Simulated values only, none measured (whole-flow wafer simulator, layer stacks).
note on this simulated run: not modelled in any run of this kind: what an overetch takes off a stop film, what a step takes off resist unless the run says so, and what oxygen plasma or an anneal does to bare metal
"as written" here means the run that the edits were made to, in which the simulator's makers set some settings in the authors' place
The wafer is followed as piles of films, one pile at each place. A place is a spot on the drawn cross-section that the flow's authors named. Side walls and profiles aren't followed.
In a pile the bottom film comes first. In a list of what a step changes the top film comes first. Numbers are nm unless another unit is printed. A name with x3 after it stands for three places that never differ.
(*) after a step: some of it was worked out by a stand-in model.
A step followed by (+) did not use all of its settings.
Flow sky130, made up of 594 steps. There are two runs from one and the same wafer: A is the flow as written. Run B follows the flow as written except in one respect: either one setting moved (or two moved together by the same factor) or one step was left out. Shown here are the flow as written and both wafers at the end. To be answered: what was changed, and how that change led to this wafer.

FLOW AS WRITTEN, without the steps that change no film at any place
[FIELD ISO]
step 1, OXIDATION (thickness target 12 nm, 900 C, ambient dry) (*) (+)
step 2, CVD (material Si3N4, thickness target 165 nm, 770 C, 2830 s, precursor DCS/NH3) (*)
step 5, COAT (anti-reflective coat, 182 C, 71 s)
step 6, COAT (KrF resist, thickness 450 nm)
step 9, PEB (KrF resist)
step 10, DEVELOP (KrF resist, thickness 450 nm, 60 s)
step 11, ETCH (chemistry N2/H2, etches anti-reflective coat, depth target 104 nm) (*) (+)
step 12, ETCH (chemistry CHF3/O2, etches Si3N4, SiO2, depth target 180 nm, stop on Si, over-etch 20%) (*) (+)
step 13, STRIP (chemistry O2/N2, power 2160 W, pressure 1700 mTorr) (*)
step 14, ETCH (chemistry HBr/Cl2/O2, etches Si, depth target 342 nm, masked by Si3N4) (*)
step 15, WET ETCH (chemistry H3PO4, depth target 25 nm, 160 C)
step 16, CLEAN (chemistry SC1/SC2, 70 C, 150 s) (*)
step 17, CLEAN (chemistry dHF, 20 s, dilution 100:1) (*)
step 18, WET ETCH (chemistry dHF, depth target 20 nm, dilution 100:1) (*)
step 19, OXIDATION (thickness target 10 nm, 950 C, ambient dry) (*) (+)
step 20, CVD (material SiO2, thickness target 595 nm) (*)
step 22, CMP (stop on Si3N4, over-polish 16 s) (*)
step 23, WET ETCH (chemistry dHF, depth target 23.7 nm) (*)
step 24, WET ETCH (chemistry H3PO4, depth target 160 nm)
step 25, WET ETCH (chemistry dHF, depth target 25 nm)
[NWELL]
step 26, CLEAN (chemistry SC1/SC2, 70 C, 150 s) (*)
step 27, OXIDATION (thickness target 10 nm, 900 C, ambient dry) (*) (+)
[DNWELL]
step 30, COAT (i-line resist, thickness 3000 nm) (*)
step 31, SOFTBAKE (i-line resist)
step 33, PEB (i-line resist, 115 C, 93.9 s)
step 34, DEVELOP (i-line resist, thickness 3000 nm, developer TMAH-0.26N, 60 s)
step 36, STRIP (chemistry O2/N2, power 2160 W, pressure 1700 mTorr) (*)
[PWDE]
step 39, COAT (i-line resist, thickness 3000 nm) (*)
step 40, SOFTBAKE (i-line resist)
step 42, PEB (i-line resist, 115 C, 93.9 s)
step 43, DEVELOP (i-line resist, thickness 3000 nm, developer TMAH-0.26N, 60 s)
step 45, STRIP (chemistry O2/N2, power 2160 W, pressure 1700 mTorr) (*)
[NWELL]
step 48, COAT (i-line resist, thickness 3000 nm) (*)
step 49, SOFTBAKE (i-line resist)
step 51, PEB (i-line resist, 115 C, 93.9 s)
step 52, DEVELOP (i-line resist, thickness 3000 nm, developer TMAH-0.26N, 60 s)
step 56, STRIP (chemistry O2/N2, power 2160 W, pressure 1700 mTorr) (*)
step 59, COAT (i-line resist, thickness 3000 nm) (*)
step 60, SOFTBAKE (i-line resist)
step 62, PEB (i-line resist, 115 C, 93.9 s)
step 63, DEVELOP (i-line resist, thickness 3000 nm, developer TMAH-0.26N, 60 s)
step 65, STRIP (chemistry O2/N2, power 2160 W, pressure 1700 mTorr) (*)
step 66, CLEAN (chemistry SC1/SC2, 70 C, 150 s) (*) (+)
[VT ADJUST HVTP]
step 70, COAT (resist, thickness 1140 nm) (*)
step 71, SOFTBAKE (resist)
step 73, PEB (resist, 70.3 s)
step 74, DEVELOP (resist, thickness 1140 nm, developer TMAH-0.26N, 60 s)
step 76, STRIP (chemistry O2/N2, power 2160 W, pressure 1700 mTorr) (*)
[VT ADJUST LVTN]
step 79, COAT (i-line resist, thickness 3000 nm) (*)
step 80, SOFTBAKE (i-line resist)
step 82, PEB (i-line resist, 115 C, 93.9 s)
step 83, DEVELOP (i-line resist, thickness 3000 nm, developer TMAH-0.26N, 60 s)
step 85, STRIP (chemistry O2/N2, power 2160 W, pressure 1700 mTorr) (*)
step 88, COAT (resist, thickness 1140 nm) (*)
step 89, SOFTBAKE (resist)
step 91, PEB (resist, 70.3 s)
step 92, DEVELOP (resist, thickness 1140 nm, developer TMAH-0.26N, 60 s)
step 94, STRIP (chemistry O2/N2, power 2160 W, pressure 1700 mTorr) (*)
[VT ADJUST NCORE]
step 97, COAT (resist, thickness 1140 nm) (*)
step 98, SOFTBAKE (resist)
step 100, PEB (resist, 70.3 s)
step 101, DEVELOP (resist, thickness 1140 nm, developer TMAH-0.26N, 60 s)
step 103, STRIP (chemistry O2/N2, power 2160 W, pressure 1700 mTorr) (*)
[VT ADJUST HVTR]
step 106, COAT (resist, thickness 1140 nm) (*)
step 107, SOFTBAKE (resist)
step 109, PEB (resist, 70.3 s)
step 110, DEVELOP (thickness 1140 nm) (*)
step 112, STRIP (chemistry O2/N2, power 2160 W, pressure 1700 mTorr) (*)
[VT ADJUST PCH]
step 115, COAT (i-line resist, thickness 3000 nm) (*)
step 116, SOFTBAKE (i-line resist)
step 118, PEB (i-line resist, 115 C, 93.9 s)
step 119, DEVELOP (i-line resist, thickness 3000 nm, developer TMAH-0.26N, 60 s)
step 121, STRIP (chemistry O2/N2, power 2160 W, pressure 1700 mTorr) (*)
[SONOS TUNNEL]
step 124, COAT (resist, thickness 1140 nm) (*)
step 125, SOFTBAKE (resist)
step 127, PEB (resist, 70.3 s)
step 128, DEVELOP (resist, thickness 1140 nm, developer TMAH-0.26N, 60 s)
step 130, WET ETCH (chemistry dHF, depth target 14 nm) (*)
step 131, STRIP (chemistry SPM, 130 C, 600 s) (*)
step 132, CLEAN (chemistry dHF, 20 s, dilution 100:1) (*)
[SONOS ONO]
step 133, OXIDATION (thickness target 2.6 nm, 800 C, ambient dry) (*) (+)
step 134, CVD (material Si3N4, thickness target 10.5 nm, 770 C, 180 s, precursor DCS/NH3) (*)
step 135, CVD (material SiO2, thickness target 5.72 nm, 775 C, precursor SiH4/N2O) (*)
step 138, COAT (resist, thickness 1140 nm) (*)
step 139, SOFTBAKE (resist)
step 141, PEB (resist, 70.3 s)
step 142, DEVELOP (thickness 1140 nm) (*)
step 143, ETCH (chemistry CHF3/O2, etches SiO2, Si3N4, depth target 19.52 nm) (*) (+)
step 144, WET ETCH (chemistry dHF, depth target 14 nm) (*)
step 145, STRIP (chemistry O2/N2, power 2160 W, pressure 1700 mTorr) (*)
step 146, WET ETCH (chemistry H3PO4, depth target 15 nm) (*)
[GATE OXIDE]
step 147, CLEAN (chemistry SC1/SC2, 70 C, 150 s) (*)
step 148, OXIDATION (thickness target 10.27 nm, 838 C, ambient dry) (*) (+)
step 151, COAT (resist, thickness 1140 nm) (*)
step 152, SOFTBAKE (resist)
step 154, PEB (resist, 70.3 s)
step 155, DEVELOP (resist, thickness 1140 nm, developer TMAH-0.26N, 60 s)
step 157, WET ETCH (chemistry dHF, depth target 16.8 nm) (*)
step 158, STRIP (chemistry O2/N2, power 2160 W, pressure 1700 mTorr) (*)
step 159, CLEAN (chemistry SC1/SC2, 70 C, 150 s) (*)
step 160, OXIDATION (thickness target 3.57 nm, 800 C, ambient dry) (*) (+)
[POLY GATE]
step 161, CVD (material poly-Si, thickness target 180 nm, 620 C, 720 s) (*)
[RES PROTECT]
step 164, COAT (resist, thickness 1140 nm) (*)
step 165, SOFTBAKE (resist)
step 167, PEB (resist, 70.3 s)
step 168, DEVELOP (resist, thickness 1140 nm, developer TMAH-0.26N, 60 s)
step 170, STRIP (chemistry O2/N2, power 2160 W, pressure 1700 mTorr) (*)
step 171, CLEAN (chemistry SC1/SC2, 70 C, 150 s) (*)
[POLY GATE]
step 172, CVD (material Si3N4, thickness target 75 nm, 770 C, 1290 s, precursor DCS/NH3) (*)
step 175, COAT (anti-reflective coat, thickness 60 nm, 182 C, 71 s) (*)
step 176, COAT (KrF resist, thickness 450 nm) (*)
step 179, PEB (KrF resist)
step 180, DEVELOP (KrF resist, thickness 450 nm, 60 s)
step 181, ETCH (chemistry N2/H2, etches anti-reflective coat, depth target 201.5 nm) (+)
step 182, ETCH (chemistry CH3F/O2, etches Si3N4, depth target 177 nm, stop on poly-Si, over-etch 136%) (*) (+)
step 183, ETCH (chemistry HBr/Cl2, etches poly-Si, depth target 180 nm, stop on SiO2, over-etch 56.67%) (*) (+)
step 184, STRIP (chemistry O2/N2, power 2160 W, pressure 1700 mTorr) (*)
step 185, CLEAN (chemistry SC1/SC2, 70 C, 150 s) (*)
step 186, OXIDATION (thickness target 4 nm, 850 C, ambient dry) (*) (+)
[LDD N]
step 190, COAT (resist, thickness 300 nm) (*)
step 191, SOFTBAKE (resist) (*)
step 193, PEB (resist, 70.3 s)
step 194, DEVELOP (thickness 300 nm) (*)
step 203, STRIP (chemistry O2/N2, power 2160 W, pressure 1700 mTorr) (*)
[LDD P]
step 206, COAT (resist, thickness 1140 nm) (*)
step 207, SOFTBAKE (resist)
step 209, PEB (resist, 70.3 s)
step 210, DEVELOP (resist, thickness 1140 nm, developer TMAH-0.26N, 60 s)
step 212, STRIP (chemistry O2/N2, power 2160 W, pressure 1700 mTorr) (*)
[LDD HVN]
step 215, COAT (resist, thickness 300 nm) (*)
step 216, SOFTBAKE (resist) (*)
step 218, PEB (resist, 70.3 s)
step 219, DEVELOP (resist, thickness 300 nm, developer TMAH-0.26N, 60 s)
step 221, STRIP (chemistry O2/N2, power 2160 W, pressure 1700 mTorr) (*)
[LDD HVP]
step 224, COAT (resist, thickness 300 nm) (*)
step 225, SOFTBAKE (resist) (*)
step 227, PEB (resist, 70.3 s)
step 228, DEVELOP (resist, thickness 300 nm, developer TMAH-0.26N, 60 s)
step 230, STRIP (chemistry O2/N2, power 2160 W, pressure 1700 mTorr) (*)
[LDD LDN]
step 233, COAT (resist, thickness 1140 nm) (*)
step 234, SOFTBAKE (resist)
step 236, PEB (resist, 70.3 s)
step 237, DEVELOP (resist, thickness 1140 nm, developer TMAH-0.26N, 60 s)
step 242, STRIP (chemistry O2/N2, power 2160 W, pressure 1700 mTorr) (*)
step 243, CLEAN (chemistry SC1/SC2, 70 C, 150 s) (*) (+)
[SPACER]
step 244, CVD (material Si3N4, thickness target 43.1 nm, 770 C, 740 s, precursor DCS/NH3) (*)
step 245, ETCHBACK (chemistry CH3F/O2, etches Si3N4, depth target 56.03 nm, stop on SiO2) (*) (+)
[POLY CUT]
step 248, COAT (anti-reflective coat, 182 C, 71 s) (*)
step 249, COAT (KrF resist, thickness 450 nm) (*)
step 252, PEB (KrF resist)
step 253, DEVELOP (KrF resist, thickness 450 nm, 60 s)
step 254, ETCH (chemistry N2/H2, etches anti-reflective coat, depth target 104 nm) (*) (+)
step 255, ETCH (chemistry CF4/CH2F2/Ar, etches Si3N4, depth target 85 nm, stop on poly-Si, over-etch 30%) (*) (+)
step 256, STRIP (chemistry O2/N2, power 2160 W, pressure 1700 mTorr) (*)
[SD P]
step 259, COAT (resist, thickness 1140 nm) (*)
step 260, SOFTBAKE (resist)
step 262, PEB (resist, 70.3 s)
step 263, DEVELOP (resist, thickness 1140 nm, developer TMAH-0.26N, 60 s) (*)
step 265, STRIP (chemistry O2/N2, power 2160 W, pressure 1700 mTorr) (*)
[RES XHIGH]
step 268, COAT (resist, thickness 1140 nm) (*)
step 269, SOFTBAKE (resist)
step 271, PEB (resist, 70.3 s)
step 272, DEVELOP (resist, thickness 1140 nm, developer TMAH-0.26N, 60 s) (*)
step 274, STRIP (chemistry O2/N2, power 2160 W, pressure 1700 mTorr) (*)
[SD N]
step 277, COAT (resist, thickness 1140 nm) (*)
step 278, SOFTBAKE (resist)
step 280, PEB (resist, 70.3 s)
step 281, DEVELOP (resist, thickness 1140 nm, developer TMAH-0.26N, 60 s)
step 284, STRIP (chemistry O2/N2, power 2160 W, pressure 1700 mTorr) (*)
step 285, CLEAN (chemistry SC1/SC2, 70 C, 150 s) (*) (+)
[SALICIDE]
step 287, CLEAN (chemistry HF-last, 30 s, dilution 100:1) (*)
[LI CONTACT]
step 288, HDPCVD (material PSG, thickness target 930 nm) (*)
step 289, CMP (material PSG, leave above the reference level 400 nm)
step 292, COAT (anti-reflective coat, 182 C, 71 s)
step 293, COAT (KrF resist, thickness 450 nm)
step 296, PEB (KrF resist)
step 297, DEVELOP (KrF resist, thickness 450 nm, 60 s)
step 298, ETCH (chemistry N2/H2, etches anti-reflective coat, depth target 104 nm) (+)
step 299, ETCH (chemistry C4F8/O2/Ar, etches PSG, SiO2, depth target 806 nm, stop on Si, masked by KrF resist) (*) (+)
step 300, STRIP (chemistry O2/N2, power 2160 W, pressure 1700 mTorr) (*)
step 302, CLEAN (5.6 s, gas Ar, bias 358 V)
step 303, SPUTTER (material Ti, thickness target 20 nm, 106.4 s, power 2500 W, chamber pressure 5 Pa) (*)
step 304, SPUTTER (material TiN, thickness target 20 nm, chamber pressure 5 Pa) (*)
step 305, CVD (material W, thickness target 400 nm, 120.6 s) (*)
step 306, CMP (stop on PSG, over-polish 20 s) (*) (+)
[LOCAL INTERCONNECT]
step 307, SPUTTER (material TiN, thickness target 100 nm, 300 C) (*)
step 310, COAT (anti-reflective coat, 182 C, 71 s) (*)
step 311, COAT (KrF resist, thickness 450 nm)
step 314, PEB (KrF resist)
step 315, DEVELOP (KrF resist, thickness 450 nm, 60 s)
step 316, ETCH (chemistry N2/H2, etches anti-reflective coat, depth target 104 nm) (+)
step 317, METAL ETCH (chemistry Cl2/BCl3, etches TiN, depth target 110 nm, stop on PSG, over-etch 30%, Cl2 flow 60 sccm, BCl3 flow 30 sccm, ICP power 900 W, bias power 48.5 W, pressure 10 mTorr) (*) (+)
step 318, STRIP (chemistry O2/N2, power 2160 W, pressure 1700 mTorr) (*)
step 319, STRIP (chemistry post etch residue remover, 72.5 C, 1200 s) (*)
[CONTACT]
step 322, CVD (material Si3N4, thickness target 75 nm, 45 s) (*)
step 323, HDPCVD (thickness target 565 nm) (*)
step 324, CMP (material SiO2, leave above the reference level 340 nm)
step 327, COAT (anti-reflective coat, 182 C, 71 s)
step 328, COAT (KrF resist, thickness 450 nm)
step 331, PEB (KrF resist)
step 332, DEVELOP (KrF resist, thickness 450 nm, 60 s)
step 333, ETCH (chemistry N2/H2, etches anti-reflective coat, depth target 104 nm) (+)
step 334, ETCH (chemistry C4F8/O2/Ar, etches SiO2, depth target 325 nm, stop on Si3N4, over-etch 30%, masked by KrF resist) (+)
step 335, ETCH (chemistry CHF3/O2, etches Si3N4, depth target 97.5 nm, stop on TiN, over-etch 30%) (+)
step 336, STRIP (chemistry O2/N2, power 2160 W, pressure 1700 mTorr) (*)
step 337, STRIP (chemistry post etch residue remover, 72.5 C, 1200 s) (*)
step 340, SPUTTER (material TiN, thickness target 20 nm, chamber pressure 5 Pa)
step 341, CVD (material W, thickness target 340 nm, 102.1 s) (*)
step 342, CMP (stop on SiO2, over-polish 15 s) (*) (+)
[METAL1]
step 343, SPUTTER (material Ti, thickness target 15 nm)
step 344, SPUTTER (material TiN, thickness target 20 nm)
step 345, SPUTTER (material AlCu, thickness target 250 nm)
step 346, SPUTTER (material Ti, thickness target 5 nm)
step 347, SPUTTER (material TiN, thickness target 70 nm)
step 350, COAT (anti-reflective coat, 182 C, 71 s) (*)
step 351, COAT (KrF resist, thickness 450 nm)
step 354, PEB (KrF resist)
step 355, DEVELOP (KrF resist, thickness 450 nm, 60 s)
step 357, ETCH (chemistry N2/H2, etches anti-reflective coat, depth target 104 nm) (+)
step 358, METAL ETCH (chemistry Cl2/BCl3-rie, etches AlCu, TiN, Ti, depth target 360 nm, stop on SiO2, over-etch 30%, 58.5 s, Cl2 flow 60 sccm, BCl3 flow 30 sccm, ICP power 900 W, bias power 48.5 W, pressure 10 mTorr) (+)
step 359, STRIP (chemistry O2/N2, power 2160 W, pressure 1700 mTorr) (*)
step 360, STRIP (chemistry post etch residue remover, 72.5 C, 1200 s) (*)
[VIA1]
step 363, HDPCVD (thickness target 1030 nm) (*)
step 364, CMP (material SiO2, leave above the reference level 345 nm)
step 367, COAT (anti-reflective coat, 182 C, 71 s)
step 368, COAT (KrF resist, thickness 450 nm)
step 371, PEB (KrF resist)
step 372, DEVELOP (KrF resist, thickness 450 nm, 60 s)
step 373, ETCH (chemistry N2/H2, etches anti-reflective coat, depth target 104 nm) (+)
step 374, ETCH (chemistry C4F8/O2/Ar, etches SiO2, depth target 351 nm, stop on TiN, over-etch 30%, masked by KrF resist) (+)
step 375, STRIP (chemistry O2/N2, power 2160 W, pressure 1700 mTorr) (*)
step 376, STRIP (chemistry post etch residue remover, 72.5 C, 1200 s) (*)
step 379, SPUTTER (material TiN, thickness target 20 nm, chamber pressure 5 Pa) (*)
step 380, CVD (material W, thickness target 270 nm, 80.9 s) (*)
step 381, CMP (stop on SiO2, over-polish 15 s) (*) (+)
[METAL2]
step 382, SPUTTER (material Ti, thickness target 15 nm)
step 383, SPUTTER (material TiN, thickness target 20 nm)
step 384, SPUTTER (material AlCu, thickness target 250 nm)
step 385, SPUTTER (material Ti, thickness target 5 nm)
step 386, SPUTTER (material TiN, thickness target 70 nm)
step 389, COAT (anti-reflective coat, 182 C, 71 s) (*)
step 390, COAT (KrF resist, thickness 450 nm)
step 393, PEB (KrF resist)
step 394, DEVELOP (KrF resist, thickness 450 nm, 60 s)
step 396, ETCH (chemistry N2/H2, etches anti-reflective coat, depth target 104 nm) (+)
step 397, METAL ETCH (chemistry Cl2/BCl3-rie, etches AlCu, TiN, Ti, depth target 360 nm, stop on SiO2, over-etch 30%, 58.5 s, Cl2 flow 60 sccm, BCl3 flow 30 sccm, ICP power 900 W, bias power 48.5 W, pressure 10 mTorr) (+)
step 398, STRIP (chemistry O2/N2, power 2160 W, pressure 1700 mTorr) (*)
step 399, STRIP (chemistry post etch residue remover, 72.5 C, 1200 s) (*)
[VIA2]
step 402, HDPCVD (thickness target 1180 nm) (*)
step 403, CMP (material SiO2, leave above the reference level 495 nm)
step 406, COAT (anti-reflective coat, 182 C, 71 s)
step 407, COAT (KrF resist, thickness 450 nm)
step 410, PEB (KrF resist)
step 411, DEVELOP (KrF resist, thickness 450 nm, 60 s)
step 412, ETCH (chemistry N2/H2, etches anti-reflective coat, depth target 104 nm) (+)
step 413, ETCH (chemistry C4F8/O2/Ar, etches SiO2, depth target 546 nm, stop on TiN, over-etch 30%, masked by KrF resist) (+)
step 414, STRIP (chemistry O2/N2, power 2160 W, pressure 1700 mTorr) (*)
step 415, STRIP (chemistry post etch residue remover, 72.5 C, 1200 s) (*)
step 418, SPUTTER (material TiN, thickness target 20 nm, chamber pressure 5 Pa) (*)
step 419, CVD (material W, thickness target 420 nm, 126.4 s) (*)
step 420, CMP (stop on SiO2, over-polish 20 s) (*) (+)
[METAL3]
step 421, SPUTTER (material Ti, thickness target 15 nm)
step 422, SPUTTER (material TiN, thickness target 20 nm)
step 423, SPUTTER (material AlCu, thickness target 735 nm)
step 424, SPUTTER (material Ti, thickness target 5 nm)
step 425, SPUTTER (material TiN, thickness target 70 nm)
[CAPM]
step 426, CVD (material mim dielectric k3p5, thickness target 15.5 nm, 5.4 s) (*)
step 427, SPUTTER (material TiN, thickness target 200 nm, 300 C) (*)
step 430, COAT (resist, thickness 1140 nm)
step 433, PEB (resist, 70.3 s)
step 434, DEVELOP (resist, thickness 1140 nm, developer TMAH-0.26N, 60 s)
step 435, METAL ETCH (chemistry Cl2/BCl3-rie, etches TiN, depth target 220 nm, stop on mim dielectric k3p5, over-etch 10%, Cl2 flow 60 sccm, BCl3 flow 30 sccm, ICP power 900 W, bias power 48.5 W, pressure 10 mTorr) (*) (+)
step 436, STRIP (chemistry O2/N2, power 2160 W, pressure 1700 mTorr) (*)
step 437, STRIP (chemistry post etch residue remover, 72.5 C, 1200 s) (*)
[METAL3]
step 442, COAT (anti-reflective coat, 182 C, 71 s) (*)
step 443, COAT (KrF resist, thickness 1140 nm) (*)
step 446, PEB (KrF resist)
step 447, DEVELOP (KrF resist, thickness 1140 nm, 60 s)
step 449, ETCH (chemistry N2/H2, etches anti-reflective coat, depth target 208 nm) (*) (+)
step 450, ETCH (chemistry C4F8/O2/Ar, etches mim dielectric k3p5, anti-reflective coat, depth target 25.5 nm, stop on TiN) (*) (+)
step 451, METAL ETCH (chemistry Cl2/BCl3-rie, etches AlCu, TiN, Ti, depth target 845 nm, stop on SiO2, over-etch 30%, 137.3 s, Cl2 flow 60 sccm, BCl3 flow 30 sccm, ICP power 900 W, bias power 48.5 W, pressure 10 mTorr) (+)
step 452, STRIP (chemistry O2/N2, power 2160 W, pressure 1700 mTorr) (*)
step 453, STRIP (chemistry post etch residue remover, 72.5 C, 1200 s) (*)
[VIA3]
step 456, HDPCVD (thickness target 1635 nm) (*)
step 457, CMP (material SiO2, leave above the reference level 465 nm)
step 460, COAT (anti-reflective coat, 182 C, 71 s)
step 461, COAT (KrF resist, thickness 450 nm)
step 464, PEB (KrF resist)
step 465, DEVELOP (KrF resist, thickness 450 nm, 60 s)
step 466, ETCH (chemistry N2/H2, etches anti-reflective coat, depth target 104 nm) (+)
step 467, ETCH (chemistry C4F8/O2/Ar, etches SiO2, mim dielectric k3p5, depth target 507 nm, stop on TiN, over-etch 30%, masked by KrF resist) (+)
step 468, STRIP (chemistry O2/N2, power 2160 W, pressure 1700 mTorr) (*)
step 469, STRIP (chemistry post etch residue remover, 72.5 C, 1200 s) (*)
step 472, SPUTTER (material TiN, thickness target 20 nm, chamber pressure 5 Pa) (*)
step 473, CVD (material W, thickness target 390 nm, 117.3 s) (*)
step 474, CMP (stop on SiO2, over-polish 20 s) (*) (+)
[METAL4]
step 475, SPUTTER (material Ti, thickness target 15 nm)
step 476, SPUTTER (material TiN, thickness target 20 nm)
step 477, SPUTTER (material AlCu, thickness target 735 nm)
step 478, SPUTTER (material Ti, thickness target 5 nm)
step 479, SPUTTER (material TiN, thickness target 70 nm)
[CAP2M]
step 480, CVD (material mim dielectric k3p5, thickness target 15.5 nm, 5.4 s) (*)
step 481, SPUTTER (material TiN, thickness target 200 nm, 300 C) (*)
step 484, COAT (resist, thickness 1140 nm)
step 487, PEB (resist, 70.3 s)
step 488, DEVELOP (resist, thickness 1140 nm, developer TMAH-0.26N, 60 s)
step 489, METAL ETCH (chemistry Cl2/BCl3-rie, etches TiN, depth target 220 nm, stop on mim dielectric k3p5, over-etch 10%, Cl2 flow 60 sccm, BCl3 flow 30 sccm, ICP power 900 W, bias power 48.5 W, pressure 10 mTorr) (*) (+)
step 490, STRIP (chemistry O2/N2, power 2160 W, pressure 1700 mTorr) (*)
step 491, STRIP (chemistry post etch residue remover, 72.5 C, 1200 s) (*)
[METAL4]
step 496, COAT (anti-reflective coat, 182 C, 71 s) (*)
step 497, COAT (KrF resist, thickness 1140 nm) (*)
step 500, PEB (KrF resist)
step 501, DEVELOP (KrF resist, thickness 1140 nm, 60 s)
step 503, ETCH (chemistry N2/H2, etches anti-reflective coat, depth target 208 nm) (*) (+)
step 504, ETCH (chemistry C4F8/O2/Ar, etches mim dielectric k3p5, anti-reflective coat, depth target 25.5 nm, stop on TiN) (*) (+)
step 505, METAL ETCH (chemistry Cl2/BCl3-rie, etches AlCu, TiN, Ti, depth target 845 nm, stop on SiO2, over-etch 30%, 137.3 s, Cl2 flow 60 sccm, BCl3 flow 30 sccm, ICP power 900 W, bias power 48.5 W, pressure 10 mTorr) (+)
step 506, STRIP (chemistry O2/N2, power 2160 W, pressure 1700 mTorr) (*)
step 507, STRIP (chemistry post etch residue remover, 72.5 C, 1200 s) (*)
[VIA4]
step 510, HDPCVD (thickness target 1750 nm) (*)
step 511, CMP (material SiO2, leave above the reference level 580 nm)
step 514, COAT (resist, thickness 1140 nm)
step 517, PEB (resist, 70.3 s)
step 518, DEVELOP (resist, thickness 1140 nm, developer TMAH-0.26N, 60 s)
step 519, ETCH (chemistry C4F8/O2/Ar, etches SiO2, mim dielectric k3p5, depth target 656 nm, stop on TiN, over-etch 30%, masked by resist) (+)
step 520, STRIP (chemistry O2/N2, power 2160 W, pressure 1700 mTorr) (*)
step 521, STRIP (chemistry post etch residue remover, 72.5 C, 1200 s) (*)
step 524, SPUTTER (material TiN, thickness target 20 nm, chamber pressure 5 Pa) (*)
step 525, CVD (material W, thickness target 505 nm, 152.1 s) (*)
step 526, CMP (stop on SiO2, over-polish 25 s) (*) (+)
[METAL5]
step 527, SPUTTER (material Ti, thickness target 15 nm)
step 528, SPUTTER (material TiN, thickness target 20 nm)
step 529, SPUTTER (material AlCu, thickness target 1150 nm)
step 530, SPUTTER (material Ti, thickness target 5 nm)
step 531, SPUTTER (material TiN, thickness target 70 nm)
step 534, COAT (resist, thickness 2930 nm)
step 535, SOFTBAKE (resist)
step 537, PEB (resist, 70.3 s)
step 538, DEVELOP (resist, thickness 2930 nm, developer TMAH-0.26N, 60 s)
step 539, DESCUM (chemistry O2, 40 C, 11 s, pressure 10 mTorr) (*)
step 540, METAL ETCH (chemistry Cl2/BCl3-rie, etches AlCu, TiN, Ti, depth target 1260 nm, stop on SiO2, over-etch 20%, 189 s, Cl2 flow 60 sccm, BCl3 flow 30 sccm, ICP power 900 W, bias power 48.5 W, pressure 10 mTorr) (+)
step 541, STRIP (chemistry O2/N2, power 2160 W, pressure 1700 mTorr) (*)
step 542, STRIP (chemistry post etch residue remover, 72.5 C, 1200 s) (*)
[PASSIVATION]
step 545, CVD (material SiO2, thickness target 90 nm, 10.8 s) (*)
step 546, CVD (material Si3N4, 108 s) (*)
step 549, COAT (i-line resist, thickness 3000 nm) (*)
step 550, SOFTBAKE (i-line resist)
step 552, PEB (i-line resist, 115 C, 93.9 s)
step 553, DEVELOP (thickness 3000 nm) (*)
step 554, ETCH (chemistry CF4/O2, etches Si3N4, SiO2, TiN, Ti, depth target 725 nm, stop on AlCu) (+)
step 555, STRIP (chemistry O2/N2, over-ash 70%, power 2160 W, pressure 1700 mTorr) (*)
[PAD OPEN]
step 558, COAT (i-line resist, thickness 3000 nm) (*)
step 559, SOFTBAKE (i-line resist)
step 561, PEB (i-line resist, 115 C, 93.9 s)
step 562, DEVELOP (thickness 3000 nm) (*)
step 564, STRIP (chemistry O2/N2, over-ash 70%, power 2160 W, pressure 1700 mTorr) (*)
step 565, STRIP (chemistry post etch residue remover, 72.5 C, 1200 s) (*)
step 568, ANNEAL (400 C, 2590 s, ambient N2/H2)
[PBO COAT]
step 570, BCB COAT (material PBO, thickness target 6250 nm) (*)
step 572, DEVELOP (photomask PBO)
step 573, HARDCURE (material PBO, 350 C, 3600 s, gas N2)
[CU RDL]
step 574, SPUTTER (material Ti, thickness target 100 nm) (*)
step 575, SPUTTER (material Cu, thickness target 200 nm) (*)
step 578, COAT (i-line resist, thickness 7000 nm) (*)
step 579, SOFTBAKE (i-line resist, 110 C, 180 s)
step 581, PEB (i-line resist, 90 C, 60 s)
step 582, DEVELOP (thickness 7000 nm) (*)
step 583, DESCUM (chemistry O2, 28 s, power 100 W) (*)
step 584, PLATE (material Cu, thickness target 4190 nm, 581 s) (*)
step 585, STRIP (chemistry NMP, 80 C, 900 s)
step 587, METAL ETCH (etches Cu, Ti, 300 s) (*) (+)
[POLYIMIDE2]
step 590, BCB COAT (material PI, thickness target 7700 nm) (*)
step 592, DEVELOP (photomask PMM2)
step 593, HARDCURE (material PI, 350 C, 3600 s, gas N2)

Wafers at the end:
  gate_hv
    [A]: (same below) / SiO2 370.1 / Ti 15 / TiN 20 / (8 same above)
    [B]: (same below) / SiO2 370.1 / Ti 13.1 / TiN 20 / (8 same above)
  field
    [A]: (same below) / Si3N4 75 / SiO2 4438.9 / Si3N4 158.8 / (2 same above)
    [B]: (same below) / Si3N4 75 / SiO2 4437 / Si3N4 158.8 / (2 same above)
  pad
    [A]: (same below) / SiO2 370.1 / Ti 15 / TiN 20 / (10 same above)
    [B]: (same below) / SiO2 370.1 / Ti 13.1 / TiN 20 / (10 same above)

Cause: step 475, SPUTTER: thickness target 13.1 nm was run, while the flow as written has thickness target 15 nm.
One can read it off the wafer: gate_hv has Ti 13.1, and step 475 as written asks for 15 nm.

How this came from the change, step by step:
  step 475, SPUTTER (material Ti, thickness target 15 nm)
      field, active, n_well and 189 more: A +15 Ti (new film) | B +13.1 Ti (new film)
  step 505, METAL ETCH (chemistry Cl2/BCl3-rie, etches AlCu, TiN, Ti, depth target 845 nm, stop on SiO2, over-etch 30%, 137.3 s, Cl2 flow 60 sccm, BCl3 flow 30 sccm, ICP power 900 W, bias power 48.5 W, pressure 10 mTorr) (+)
      field, gate, spacer and 68 more: A -70 TiN (all of it), -5 Ti (all of it), -735 AlCu (all of it), -20 TiN (all of it), -15 Ti (all of it), -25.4 SiO2 | B -70 TiN (all of it), -5 Ti (all of it), -735 AlCu (all of it), -20 TiN (all of it), -13.1 Ti (all of it), -25.5 SiO2
      active, vpp_iso1, mim_edge_plate and 14 more: A -70 TiN (all of it), -5 Ti (all of it), -735 AlCu (all of it), -20 TiN (all of it), -15 Ti (all of it), -25.3 SiO2 | B -70 TiN (all of it), -5 Ti (all of it), -735 AlCu (all of it), -20 TiN (all of it), -13.1 Ti (all of it), -25.5 SiO2
